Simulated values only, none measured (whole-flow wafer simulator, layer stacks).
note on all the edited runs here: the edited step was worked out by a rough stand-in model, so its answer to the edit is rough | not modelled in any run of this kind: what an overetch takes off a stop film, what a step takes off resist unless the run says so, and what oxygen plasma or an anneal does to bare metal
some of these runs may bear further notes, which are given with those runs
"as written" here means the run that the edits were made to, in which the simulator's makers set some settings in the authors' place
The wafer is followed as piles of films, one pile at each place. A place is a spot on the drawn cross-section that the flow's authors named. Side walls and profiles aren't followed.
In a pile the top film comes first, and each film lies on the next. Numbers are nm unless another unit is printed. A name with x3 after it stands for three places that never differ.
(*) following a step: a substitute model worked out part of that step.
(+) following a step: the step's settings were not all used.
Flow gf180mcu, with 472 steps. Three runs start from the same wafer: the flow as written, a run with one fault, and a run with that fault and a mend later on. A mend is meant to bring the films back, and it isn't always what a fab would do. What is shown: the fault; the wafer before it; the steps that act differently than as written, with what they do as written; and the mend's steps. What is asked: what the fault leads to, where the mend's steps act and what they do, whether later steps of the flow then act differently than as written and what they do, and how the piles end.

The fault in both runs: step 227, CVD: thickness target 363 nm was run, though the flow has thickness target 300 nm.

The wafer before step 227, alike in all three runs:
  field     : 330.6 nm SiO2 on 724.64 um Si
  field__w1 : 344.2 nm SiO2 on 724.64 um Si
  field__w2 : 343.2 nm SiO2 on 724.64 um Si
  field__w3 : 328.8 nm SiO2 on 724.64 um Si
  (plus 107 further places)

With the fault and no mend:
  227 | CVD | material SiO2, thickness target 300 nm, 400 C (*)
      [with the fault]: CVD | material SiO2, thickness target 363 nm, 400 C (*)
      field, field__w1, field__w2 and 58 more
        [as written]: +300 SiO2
        [with the fault]: +363 SiO2
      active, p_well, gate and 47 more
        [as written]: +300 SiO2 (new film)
        [with the fault]: +363 SiO2 (new film)
  Steps later in the flow that act otherwise than as written (2 more steps, not shown, differ only slightly: by at most 2% or 0.5 nm, whichever is larger):
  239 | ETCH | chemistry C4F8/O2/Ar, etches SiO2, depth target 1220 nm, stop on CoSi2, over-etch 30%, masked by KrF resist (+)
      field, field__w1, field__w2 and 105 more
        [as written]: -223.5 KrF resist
        [with the fault]: -239.9 KrF resist
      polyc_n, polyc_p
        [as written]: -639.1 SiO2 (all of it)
        [with the fault]: -702.1 SiO2 (all of it)
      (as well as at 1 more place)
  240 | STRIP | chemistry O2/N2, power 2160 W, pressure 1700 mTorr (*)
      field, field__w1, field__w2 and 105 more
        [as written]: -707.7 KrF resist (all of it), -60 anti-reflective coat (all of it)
        [with the fault]: -691.3 KrF resist (all of it), -60 anti-reflective coat (all of it)
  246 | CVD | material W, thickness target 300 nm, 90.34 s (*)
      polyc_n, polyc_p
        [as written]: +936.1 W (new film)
        [with the fault]: +999.1 W (new film)
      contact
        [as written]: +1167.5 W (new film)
        [with the fault]: +1231 W (new film)
  By the end, the piles at field__w8, contact, m1 and 6 more depart from the flow's by more than 2% or 0.5 nm, whichever is larger.
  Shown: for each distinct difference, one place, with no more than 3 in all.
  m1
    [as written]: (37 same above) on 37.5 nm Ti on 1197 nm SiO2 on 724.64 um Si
    [with the fault]: (37 same above) on 37.5 nm Ti on 1260 nm SiO2 on 724.64 um Si
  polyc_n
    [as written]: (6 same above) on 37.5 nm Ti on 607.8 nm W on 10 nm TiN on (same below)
    [with the fault]: (6 same above) on 37.5 nm Ti on 670.8 nm W on 10 nm TiN on (same below)
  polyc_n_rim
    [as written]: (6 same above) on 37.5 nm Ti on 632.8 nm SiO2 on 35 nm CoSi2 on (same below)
    [with the fault]: (6 same above) on 37.5 nm Ti on 695.8 nm SiO2 on 35 nm CoSi2 on (same below)

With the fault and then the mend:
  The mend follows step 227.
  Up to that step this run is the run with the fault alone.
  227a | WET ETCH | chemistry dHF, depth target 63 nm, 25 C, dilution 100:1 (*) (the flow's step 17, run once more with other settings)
      field, field__w1, field__w2 and 108 more
        -63 SiO2
  Later steps of the flow that are run all act as written at every place that is followed.
  At every place that both follow, the piles at the end match the flow's.
